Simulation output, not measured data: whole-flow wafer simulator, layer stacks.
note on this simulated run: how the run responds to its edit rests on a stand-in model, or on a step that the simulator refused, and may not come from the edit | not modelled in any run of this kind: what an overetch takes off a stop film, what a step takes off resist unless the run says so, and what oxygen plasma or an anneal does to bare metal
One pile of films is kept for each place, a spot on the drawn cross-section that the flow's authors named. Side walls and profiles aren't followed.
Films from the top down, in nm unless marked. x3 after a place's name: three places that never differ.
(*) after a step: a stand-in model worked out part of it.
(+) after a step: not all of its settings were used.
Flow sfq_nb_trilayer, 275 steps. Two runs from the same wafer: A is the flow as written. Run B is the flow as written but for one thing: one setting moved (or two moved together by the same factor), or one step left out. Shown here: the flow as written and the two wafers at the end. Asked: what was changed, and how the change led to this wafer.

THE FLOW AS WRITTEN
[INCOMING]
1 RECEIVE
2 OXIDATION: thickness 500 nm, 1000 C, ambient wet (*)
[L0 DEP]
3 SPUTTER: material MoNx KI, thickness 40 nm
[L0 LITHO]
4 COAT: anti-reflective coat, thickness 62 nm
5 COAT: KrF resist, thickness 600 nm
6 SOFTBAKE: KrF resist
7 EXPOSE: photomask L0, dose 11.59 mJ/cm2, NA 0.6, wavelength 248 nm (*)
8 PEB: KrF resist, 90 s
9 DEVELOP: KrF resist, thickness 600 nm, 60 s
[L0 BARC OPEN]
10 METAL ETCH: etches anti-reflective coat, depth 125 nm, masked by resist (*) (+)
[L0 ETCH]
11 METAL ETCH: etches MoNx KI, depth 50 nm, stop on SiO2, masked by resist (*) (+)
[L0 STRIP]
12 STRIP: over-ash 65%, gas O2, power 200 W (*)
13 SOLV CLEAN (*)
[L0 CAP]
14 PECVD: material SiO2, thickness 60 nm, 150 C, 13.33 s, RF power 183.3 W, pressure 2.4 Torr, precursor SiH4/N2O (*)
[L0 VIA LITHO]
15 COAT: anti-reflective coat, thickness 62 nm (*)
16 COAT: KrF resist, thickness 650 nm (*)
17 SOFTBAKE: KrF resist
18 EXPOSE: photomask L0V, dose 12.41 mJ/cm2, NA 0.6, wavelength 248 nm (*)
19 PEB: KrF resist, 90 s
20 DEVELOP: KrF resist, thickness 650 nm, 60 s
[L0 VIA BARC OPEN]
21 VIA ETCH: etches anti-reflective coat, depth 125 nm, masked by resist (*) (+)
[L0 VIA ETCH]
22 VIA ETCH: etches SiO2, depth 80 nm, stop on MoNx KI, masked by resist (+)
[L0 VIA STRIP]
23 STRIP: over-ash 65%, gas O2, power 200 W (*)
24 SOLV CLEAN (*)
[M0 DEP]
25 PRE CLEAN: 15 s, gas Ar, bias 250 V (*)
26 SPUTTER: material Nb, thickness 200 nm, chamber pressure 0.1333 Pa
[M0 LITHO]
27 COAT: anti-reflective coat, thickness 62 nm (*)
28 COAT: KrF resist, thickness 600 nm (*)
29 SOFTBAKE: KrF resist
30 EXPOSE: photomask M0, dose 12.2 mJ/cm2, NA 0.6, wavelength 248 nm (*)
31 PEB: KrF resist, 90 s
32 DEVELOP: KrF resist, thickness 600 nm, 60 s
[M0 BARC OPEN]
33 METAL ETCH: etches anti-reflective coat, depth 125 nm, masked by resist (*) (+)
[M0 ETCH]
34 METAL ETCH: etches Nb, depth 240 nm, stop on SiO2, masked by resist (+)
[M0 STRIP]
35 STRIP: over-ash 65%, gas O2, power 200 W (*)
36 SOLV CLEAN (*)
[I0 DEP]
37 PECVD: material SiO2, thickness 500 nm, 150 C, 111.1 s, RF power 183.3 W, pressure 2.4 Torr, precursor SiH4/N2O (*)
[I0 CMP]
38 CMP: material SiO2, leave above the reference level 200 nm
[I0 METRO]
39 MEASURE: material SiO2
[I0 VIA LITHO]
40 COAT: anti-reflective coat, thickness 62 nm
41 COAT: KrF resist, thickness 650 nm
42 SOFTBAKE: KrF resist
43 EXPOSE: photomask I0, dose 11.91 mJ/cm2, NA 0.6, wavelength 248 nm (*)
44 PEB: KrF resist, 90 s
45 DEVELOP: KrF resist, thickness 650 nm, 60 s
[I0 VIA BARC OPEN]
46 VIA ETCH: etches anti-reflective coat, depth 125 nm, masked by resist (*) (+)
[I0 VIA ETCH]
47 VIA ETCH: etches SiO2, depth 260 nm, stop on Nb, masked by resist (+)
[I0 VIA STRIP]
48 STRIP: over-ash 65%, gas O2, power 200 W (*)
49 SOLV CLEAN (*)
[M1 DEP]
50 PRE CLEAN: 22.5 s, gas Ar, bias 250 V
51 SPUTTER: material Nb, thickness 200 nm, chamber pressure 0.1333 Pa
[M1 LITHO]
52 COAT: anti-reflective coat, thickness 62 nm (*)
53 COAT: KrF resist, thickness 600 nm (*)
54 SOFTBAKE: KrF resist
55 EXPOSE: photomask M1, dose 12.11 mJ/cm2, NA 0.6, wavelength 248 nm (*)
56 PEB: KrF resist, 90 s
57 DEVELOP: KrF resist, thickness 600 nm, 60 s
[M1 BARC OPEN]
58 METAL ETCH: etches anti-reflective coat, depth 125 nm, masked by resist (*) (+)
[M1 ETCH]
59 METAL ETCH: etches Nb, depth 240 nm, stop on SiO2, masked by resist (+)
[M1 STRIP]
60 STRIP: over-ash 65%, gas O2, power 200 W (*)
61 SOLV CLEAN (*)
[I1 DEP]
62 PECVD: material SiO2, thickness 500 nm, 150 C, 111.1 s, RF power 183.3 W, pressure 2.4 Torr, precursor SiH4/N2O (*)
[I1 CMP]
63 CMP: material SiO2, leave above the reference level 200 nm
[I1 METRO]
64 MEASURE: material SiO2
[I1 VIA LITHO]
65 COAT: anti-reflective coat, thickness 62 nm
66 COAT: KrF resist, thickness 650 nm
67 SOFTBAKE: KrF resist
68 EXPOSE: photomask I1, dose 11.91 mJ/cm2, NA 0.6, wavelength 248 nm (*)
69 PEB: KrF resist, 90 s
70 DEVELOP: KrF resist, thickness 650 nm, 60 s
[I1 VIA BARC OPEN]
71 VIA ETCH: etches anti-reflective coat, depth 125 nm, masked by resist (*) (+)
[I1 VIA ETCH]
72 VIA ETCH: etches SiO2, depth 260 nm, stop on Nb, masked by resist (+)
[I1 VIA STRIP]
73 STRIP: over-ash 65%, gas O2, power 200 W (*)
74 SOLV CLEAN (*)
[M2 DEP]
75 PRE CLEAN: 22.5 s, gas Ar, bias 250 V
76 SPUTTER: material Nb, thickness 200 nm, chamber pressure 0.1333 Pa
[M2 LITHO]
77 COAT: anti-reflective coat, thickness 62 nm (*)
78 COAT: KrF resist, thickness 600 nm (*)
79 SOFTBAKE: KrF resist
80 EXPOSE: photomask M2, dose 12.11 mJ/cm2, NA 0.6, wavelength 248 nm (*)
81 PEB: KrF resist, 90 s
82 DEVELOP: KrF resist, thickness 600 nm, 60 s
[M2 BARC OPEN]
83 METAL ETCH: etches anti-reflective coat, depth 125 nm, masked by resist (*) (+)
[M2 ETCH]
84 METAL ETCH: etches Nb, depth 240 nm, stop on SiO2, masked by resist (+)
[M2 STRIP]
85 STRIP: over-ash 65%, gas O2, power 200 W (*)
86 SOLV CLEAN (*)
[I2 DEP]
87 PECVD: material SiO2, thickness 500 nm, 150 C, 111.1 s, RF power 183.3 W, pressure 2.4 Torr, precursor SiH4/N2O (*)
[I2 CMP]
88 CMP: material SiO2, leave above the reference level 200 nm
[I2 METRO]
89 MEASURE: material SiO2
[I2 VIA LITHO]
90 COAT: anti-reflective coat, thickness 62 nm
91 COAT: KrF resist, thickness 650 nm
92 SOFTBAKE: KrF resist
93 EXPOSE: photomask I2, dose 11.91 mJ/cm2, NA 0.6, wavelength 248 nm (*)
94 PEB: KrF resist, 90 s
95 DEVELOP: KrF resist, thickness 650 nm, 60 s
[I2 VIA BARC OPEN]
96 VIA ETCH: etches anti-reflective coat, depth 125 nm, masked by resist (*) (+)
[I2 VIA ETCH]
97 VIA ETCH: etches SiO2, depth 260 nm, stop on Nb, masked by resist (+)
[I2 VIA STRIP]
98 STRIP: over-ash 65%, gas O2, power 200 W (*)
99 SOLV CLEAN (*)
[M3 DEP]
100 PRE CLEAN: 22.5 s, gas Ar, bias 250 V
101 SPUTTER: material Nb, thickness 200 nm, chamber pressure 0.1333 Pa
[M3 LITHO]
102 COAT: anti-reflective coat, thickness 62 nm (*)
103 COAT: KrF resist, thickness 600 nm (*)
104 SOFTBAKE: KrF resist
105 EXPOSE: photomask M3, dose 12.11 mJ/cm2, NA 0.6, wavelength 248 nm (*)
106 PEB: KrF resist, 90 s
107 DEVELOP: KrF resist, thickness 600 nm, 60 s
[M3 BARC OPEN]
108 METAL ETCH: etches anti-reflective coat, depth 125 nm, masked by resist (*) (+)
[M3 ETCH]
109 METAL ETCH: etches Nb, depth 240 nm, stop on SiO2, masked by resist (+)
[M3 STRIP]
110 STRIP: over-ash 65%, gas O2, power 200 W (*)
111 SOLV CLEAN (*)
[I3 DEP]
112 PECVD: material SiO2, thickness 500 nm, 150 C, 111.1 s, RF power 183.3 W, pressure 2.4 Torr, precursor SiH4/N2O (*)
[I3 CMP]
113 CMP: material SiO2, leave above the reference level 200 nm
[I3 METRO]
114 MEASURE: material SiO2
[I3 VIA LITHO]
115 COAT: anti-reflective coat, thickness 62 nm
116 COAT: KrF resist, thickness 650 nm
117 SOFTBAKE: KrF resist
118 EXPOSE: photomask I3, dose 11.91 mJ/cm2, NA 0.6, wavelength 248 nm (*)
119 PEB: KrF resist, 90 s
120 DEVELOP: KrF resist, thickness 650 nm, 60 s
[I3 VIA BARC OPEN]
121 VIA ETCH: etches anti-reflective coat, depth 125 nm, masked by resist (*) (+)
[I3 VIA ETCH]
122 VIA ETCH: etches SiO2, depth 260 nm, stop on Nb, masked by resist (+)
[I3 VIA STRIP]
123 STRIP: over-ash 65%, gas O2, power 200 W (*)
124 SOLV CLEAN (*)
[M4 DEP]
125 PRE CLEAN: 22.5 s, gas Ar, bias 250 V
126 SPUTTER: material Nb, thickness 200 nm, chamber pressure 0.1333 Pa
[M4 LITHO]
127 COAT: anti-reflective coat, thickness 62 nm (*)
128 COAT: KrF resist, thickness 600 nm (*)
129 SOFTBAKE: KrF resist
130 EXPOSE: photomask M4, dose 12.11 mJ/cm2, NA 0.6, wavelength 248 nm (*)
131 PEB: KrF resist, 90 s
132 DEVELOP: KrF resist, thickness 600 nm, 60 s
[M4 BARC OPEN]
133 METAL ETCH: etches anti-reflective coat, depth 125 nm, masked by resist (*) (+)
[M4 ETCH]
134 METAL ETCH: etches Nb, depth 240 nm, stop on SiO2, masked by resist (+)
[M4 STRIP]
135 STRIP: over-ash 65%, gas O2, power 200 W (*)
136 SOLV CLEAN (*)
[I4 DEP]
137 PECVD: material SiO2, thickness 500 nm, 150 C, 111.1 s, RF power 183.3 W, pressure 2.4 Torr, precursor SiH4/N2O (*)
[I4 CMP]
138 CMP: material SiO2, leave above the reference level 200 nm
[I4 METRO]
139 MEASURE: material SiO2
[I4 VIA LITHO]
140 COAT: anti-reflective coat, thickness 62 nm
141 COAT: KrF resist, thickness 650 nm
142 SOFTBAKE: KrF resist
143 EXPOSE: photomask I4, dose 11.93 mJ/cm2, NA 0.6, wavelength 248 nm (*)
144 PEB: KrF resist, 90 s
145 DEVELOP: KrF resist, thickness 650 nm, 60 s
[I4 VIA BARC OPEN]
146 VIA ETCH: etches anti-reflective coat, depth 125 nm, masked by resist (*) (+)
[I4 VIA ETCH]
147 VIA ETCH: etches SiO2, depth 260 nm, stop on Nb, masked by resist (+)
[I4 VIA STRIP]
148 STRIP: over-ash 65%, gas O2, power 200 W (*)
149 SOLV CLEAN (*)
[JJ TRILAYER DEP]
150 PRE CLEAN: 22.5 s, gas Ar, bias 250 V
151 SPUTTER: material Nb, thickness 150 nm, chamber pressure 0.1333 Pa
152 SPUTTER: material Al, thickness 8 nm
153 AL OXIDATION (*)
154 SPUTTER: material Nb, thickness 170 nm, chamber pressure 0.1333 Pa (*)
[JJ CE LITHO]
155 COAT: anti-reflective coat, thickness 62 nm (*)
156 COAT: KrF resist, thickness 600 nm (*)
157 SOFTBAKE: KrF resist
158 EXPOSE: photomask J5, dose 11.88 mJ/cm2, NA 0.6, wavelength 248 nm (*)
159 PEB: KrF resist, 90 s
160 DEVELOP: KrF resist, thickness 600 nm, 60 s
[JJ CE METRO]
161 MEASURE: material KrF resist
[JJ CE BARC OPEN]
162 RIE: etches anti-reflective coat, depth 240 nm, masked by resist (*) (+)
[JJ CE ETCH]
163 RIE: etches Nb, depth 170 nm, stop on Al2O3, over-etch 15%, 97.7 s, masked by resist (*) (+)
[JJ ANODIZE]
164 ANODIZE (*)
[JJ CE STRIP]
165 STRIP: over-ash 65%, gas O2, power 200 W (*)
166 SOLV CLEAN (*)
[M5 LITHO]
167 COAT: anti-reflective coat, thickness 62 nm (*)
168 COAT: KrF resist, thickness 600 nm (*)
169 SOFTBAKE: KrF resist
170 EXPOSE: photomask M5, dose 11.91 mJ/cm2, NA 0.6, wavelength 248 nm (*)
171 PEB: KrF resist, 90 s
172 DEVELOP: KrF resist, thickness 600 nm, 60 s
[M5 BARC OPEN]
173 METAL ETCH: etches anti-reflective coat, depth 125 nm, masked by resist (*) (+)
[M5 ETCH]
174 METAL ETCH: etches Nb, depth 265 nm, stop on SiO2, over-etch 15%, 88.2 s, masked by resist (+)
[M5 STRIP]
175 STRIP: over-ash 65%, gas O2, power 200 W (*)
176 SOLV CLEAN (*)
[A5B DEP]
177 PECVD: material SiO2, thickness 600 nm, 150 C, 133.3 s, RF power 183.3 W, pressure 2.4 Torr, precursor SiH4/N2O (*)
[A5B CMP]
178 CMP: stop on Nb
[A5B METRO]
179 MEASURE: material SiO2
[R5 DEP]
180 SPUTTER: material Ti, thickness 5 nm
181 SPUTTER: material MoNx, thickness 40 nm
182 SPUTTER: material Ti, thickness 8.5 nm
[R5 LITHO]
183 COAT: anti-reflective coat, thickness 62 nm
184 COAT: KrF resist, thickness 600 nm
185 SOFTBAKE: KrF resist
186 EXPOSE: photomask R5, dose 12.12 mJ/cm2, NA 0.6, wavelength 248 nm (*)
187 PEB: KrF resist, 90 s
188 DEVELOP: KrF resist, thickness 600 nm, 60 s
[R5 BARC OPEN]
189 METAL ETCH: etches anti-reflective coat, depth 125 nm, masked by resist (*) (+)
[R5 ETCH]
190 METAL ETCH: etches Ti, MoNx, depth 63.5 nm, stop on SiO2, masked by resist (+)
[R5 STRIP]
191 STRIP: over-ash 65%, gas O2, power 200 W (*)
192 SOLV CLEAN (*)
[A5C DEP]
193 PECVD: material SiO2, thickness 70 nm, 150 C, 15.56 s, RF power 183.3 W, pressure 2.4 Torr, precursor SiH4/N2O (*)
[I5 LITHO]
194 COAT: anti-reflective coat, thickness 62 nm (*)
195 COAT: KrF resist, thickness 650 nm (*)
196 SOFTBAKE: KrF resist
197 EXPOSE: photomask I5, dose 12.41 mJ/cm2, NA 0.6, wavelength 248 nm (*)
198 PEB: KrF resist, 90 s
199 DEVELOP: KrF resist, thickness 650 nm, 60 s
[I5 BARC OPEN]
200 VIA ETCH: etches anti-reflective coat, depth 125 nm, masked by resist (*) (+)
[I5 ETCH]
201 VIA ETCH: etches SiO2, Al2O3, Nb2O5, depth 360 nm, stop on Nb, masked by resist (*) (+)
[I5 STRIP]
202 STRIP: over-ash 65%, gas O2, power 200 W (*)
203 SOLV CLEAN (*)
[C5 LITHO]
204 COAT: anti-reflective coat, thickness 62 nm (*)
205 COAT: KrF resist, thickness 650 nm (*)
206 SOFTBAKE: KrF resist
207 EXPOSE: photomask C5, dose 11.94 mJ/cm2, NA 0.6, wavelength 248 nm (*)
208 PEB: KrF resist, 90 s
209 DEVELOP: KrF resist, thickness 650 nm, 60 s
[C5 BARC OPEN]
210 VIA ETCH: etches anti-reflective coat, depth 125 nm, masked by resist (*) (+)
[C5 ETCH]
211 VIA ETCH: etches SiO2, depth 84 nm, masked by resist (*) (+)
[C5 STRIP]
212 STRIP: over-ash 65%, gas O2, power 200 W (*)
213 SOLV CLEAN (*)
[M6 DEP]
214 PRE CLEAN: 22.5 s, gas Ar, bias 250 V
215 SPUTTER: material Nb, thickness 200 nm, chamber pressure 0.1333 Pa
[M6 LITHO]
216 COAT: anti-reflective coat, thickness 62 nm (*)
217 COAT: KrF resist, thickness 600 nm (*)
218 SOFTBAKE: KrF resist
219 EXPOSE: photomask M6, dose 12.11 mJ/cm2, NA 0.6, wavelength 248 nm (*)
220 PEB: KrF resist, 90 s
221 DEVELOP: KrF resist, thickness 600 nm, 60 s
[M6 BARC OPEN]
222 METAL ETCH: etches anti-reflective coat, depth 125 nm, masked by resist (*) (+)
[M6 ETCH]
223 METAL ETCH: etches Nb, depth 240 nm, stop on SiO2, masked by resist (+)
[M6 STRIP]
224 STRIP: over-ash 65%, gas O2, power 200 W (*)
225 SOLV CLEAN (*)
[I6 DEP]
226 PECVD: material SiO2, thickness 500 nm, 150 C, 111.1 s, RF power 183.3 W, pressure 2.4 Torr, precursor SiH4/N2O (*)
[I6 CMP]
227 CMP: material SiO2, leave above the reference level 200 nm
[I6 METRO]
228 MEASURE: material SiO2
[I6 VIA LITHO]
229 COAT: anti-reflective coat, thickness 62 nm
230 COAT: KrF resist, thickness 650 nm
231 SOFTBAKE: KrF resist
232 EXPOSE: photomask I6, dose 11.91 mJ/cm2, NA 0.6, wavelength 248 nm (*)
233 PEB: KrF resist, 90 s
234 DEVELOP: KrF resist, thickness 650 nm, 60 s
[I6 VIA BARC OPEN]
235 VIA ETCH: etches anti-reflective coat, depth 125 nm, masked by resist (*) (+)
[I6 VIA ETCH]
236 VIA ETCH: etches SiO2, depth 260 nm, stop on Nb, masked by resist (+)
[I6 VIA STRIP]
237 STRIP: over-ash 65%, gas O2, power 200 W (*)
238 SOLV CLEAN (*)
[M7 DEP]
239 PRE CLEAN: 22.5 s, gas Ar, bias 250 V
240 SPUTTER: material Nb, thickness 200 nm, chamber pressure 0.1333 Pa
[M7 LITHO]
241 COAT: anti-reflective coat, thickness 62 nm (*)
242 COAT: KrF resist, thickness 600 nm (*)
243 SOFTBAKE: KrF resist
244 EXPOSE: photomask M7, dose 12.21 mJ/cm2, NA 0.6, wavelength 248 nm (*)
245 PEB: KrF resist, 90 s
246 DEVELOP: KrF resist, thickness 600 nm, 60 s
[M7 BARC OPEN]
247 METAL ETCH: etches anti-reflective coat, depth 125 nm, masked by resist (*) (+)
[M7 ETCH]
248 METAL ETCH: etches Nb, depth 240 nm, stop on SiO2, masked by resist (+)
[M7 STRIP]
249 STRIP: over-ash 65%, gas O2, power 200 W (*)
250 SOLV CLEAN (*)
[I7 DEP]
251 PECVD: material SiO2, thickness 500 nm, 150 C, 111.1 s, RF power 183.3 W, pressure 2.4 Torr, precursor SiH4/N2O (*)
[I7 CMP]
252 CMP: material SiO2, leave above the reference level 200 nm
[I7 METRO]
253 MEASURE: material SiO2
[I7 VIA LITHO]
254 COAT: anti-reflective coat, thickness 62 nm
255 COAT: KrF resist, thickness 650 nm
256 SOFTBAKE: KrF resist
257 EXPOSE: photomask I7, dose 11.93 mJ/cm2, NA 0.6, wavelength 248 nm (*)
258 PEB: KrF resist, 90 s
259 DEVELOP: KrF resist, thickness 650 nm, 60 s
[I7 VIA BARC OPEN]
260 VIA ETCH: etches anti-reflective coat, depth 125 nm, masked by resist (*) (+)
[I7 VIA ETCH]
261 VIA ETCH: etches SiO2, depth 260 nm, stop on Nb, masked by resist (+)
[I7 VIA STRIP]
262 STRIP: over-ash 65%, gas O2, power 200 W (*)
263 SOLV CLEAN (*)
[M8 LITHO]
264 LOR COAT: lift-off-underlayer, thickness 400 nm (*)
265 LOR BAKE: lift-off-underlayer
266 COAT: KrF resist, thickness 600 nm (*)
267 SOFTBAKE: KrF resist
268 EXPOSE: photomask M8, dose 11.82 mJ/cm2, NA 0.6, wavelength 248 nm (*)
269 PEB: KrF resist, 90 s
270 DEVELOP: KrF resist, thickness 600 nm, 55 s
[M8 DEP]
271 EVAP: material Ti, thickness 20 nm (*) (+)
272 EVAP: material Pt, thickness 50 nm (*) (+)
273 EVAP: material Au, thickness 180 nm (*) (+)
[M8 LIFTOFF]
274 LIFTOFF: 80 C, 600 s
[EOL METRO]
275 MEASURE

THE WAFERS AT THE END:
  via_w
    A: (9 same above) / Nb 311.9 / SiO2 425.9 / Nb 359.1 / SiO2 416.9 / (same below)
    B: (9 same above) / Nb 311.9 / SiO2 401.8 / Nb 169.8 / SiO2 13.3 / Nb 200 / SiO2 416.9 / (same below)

The cause: step 97, VIA ETCH: depth 179 nm was run, where the flow has depth 260 nm.

How the change led to this, step by step:
  97 VIA ETCH: etches SiO2, depth 260 nm, stop on Nb, masked by resist (+)
      via_w: A SiO2 -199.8 (all of it) | B SiO2 -179
      field_l, v_sur, via_wl and 102 more: A KrF resist -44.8 | B KrF resist -30.9
  98 STRIP: over-ash 65%, gas O2, power 200 W (*)
      field_l, v_sur, via_wl and 102 more: A KrF resist -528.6 (all of it), anti-reflective coat -62 (all of it) | B KrF resist -542.6 (all of it), anti-reflective coat -62 (all of it)
  100 PRE CLEAN: 22.5 s, gas Ar, bias 250 V
      via_w: A Nb -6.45 | B SiO2 -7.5
  101 SPUTTER: material Nb, thickness 200 nm, chamber pressure 0.1333 Pa
      via_w: A Nb +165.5 | B Nb +169.8 (new film)
  102 COAT: anti-reflective coat, thickness 62 nm (*)
      via_wl, via_wr: A anti-reflective coat +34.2 (new film) | B anti-reflective coat +26.4 (new film)
      v_sur: A anti-reflective coat +61.1 (new film) | B anti-reflective coat +58.5 (new film)
      (and at 1 more place)
  110 STRIP: over-ash 65%, gas O2, power 200 W (*)
      v_sur: A KrF resist -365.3 (all of it), anti-reflective coat -61.1 (all of it) | B KrF resist -367.4 (all of it), anti-reflective coat -58.5 (all of it)
      via_wl: A KrF resist -384.2 (all of it), anti-reflective coat -34.2 (all of it) | B KrF resist -391.8 (all of it), anti-reflective coat -26.4 (all of it)
      (and at 2 more places)
  112 PECVD: material SiO2, thickness 500 nm, 150 C, 111.1 s, RF power 183.3 W, pressure 2.4 Torr, precursor SiH4/N2O (*)
      via_w: A SiO2 +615 (new film) | B SiO2 +566.4 (new film)
  113 CMP: material SiO2, leave above the reference level 200 nm
      via_w: A SiO2 -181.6 | B SiO2 -157.1
Counting metal films that touch as one body, via_w has 6 bodies (between them, from the top down: SiO2 192.5; SiO2 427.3 / Al2O3 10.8 / Nb2O5 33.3; SiO2 401.8; SiO2 13.3; SiO2 416.9); the flow as written gives 5 bodies (between them, from the top down: SiO2 192.5; SiO2 427.3 / Al2O3 10.8 / Nb2O5 33.3; SiO2 425.9; SiO2 416.9).
